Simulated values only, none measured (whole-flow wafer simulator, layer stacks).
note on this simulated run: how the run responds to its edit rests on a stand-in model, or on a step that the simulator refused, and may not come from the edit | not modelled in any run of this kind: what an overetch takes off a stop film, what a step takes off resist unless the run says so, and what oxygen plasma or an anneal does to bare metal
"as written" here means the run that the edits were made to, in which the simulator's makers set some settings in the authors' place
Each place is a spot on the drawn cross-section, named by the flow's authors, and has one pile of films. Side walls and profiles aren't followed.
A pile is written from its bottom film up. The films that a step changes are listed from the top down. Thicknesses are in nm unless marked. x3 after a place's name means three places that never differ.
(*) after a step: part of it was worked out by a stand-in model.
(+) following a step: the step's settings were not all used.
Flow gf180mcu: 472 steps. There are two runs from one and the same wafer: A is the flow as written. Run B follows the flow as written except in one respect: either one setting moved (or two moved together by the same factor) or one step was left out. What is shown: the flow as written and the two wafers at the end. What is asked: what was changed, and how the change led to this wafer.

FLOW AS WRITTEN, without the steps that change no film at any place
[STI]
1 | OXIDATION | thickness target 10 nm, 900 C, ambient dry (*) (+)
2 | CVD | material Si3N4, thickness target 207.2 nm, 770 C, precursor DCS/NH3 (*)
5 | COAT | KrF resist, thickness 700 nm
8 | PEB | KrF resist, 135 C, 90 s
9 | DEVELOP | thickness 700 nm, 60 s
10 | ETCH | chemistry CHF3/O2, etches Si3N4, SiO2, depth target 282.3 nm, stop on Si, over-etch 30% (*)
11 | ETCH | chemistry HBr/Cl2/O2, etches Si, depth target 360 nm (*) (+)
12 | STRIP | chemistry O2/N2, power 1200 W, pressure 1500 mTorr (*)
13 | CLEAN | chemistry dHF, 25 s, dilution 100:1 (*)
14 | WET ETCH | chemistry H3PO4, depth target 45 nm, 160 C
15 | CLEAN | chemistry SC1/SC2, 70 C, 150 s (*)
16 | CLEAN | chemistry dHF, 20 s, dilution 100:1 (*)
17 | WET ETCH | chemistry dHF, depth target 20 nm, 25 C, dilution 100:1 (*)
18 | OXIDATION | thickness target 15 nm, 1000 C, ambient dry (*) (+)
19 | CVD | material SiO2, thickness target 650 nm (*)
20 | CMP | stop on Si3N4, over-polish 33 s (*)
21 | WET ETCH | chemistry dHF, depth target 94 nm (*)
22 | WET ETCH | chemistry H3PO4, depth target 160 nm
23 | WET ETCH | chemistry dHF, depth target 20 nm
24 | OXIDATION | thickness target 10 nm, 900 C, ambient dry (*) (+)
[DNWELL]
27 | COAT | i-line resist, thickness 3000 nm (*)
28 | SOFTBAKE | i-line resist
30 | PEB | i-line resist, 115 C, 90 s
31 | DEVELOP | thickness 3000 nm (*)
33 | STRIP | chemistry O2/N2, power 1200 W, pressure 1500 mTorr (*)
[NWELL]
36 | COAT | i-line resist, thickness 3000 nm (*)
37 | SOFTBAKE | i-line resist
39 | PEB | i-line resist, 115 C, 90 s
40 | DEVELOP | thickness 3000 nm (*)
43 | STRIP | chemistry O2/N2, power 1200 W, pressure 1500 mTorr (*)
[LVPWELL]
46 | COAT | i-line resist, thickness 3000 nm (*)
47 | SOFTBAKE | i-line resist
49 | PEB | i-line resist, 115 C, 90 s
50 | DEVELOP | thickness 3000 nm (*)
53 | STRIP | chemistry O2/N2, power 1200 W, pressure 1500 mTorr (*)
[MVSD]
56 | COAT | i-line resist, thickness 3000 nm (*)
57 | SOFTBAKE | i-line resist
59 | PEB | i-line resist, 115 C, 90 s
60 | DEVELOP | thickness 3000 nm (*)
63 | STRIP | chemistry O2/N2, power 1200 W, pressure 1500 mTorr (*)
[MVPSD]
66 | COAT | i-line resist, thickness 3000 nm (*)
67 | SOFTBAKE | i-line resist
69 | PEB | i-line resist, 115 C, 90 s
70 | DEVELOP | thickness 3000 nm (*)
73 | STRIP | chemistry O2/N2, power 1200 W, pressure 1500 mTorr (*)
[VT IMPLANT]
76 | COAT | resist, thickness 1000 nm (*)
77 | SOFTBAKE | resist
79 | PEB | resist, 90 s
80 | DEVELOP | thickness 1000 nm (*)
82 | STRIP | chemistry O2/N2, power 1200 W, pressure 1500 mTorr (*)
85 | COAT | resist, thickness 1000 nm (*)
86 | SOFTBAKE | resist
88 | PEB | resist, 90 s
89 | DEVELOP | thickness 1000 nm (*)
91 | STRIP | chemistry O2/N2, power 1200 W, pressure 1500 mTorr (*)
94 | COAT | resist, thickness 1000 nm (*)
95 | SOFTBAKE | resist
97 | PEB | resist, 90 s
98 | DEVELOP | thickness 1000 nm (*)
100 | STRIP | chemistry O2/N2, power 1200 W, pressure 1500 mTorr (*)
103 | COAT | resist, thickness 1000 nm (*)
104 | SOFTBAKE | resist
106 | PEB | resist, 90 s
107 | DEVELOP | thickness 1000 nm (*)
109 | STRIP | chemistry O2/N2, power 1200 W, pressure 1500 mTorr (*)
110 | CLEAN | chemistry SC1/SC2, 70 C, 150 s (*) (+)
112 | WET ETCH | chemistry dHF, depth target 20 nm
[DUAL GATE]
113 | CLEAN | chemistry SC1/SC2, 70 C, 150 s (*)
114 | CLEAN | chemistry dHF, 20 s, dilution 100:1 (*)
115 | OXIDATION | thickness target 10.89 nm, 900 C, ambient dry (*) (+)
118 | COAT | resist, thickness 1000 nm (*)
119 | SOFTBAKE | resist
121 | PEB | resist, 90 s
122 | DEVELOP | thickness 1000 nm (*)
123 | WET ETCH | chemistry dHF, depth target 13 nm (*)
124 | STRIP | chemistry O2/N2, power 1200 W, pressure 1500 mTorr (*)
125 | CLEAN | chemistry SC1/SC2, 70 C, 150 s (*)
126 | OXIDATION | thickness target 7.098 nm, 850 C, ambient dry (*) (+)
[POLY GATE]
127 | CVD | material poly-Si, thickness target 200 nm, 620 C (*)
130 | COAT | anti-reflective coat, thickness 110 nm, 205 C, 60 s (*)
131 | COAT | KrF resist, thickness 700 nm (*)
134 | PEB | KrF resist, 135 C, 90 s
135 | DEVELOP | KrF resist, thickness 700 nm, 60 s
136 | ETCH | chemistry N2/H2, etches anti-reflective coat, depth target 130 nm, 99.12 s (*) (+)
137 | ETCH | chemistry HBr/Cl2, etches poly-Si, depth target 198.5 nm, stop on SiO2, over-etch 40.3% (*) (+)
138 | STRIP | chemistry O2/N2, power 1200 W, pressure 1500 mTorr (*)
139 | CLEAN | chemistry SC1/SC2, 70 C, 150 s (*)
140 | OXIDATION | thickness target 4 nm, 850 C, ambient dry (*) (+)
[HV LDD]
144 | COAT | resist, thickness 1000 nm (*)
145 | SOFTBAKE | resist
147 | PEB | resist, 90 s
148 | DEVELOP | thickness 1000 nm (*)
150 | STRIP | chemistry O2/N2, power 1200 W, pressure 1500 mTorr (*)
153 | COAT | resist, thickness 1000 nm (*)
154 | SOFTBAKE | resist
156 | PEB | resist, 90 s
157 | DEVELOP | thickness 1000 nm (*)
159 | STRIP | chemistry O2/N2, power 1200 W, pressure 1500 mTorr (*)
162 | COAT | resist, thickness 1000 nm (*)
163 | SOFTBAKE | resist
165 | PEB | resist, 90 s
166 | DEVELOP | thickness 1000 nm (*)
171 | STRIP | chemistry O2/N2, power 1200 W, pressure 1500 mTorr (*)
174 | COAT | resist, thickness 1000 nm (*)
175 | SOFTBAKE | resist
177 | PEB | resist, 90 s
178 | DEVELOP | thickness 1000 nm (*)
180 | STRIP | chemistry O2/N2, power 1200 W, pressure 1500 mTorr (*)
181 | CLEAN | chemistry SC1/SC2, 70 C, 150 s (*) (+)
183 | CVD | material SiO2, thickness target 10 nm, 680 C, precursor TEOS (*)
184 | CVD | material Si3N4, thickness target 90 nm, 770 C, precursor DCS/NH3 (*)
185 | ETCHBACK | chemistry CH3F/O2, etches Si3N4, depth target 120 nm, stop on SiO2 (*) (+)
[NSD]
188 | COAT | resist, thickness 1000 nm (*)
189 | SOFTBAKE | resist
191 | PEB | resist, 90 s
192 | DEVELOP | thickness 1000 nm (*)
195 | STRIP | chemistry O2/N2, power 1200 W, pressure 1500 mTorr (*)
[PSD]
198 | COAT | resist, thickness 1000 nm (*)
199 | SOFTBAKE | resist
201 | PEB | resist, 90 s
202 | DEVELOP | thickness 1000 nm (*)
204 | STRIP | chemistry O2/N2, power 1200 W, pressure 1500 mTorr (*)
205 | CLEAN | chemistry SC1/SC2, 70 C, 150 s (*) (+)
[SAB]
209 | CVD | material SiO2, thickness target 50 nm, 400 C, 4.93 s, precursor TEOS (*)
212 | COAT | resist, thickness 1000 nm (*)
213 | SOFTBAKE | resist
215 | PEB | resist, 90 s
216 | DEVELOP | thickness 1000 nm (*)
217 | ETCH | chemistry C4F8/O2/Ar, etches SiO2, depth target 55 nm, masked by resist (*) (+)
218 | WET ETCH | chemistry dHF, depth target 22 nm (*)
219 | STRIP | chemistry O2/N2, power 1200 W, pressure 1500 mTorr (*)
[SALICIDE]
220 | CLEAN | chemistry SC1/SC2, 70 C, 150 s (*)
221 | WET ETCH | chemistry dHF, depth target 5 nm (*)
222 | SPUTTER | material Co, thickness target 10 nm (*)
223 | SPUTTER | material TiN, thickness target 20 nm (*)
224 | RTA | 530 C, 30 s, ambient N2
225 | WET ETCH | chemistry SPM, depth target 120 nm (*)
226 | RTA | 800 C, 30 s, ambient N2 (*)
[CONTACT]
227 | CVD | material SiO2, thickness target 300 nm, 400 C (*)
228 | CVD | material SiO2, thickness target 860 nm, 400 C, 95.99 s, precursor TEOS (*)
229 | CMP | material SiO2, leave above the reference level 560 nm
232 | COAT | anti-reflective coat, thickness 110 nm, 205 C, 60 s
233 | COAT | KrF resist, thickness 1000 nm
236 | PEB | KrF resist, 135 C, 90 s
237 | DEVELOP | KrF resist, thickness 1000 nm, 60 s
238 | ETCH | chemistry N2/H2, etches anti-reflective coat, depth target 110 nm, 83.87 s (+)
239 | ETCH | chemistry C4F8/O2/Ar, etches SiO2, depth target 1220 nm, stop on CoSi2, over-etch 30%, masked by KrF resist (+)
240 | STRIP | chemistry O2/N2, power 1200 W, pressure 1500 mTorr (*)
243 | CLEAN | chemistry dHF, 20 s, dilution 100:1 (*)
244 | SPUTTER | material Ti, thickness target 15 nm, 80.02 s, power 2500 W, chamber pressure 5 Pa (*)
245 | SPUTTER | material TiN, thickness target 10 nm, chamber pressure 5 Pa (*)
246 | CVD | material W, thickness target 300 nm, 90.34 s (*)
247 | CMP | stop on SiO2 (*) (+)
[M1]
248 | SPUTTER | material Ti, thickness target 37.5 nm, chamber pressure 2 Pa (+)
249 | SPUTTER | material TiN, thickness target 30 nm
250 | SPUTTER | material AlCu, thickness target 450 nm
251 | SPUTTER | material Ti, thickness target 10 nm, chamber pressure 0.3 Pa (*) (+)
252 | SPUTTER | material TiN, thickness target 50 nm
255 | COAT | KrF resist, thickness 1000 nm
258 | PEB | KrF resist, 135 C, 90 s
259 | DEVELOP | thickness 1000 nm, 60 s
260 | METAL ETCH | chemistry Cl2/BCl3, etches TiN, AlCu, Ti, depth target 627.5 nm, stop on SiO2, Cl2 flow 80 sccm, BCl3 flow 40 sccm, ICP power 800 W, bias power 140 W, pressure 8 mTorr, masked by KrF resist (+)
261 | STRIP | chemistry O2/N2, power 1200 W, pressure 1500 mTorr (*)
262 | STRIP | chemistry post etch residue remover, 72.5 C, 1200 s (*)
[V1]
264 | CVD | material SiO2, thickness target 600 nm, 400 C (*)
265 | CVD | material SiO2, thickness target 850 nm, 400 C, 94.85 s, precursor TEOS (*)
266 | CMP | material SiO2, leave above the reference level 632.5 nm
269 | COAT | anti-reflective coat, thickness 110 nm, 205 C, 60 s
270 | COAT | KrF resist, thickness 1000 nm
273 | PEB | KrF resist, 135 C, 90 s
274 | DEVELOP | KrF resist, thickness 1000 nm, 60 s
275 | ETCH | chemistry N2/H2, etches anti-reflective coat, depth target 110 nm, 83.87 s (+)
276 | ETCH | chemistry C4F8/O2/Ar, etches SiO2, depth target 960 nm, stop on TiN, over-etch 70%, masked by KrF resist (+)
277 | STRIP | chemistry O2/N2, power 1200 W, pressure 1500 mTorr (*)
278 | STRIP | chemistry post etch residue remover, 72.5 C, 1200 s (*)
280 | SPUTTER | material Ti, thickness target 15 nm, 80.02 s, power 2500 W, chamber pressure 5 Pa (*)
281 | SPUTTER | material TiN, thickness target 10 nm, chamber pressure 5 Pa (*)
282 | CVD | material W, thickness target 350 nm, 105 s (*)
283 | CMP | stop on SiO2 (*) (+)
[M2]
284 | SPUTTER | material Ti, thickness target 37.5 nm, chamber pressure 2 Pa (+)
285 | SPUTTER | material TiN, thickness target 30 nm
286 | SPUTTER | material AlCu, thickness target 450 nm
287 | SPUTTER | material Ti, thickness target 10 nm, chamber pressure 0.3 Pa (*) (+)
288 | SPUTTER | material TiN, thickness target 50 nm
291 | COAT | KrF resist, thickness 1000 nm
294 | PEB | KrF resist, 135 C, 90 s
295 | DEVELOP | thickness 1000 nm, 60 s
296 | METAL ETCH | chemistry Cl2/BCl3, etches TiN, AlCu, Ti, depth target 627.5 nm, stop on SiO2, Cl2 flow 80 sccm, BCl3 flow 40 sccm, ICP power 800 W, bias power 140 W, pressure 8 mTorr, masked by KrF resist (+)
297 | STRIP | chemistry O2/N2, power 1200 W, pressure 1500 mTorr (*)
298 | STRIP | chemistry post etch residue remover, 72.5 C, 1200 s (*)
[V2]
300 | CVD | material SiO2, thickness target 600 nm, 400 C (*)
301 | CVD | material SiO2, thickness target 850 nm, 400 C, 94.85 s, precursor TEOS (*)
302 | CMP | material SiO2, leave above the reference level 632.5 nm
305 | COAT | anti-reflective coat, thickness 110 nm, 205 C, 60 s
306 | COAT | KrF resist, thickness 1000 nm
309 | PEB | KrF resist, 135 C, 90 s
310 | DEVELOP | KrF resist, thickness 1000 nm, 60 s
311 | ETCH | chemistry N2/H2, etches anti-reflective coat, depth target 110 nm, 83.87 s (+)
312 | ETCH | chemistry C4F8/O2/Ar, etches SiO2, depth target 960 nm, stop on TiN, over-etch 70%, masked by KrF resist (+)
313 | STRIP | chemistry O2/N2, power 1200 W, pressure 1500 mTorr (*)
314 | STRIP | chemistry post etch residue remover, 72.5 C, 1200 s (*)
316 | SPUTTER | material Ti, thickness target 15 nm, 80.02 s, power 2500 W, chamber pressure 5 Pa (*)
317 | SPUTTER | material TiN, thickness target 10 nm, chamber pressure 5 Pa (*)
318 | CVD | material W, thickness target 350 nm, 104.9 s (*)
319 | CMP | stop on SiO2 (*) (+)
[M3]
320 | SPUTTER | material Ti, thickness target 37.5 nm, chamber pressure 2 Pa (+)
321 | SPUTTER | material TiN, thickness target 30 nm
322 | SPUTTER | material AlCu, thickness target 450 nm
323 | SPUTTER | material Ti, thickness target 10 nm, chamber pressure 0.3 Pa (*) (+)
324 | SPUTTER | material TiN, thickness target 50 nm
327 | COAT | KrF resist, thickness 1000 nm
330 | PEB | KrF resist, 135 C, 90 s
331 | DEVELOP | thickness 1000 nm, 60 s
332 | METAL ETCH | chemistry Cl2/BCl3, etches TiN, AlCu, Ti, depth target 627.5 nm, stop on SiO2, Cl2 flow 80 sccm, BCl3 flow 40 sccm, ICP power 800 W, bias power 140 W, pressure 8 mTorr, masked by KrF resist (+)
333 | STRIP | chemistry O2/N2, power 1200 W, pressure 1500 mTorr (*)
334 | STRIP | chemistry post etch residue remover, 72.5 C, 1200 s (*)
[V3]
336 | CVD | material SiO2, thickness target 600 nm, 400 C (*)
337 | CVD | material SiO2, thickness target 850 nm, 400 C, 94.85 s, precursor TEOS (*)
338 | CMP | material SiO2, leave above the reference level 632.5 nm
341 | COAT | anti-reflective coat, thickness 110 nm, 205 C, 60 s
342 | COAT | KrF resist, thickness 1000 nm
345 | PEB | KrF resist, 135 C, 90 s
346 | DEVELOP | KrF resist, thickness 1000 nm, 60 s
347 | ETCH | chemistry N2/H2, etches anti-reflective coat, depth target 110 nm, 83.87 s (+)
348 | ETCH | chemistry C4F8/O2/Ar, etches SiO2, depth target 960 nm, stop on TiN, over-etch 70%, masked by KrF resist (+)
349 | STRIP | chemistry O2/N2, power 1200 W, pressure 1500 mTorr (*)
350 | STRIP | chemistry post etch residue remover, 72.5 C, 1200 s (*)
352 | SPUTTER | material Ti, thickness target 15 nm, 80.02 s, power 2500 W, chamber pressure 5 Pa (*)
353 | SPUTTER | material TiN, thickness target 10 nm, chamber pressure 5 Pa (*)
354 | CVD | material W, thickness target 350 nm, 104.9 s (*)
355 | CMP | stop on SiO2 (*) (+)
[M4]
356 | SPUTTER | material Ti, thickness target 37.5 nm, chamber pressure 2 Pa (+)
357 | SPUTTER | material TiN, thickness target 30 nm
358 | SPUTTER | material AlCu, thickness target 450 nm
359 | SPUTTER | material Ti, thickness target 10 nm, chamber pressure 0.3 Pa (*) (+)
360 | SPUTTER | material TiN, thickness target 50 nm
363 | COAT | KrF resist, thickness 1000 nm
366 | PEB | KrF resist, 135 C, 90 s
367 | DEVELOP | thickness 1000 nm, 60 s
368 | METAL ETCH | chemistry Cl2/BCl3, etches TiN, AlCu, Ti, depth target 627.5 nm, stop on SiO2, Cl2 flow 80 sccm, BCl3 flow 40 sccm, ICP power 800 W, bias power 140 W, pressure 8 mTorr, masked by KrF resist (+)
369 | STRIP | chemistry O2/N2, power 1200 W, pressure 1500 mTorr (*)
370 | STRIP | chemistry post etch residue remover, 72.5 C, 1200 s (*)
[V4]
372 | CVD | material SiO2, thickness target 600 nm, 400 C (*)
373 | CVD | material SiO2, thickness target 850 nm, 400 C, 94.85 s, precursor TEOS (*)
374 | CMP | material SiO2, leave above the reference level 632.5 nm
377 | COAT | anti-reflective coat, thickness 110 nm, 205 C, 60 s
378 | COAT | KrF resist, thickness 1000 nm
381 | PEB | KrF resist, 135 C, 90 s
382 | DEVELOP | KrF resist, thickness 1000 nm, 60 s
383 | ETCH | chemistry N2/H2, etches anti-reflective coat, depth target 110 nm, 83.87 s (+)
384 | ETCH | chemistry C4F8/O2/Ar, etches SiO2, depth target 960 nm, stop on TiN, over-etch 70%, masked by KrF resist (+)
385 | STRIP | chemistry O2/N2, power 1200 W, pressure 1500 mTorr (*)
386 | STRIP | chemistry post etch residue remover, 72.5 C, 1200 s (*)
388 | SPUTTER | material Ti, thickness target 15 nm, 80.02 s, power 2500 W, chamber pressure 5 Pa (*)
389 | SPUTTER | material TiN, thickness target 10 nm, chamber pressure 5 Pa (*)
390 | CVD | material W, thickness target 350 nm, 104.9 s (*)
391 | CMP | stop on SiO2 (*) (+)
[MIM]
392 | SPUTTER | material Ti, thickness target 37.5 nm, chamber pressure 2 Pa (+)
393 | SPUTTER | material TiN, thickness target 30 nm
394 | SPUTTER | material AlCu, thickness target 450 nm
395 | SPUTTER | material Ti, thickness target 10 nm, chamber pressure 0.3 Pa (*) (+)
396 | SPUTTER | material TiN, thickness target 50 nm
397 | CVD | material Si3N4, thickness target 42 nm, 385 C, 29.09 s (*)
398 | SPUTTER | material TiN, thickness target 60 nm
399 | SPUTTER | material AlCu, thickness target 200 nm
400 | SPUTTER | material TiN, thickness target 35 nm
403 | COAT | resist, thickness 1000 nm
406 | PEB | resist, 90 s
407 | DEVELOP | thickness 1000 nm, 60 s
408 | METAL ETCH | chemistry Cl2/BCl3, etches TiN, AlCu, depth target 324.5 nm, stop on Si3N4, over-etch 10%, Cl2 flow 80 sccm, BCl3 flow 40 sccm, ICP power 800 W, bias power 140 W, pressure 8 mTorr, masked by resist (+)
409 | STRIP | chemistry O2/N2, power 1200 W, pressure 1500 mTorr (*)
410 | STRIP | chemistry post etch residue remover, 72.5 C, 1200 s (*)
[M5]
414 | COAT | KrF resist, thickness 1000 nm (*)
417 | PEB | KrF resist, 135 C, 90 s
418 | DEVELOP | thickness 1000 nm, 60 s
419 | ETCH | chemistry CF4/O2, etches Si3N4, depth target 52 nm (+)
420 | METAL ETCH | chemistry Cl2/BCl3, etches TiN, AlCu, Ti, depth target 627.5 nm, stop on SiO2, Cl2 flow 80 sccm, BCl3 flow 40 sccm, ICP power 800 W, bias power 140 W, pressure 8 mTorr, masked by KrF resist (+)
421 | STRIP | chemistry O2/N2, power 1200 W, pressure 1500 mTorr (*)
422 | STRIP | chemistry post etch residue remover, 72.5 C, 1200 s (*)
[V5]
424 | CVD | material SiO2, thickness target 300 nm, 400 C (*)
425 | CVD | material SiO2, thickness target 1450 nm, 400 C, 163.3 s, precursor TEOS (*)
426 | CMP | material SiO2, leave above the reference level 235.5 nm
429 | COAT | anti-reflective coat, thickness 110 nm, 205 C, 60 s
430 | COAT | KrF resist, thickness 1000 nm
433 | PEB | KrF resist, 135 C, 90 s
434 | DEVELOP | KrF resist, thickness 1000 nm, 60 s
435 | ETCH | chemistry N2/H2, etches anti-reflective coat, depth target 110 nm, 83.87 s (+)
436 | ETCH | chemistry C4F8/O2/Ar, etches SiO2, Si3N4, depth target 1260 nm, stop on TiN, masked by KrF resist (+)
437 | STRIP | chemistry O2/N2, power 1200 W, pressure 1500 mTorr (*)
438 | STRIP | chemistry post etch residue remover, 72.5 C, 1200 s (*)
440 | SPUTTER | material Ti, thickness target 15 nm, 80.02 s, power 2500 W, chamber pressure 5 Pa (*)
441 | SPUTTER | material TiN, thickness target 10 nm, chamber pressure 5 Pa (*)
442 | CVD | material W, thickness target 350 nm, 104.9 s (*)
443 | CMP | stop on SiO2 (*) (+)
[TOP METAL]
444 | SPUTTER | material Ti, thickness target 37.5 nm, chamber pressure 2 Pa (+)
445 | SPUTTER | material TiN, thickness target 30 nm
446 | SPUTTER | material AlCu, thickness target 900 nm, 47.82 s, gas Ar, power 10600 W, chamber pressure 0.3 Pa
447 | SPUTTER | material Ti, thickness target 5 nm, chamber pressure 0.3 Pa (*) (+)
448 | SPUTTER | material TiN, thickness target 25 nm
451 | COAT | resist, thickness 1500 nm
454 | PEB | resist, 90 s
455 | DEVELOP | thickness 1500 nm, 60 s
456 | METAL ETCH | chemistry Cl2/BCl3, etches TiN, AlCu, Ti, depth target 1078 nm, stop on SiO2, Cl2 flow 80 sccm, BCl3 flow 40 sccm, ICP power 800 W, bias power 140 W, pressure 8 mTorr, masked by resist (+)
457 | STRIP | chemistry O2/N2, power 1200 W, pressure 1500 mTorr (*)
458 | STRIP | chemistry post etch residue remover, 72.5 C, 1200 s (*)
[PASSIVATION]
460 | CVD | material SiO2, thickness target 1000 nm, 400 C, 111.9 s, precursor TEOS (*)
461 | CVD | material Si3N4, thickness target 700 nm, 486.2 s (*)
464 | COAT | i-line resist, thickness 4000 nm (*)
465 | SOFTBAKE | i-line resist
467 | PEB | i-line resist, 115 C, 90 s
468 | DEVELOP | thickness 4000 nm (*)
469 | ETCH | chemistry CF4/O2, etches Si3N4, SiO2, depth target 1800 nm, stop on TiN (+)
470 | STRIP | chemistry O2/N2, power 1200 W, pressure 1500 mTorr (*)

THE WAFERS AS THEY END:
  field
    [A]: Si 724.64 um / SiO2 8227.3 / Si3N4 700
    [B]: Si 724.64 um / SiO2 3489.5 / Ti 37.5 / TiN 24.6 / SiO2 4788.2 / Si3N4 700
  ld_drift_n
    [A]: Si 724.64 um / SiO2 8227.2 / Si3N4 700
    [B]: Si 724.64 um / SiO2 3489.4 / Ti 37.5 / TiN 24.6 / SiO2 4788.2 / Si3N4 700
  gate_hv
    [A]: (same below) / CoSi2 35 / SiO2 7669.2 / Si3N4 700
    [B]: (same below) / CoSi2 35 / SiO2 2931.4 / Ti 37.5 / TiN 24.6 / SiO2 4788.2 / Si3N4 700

Cause: step 322, SPUTTER: thickness target 562.5 nm was run, whereas the flow has thickness target 450 nm.

How this came from the change, step by step:
  322 | SPUTTER | material AlCu, thickness target 450 nm
      field, field__w1, field__w2 and 108 more: A AlCu gains 450 (new film) | B AlCu gains 562.5 (new film)
  332 | METAL ETCH | chemistry Cl2/BCl3, etches TiN, AlCu, Ti, depth target 627.5 nm, stop on SiO2, Cl2 flow 80 sccm, BCl3 flow 40 sccm, ICP power 800 W, bias power 140 W, pressure 8 mTorr, masked by KrF resist (+)
      field, field__w1, field__w2 and 103 more: A TiN loses 50 (all of it), Ti loses 10 (all of it), AlCu loses 450 (all of it), TiN loses 30 (all of it), Ti loses 37.5 (all of it) | B TiN loses 50 (all of it), Ti loses 10 (all of it), AlCu loses 562.5 (all of it), TiN loses 5
  336 | CVD | material SiO2, thickness target 600 nm, 400 C (*)
      field, field__w1, field__w2 and 103 more: A SiO2 gains 600 | B SiO2 gains 600 (new film)
  338 | CMP | material SiO2, leave above the reference level 632.5 nm
      field, field__w1, field__w2 and 103 more: A SiO2 loses 300 | B SiO2 loses 249.6
With metal films that touch counted as one body, field has 1 body; the flow as written gives 0 bodies.
With metal films that touch counted as one body, ld_drift_n has 1 body; the flow as written gives 0 bodies.
With metal films that touch counted as one body, gate_hv has 2 bodies (between them, from the top down: SiO2 2931.4); the flow as written gives 1 body.
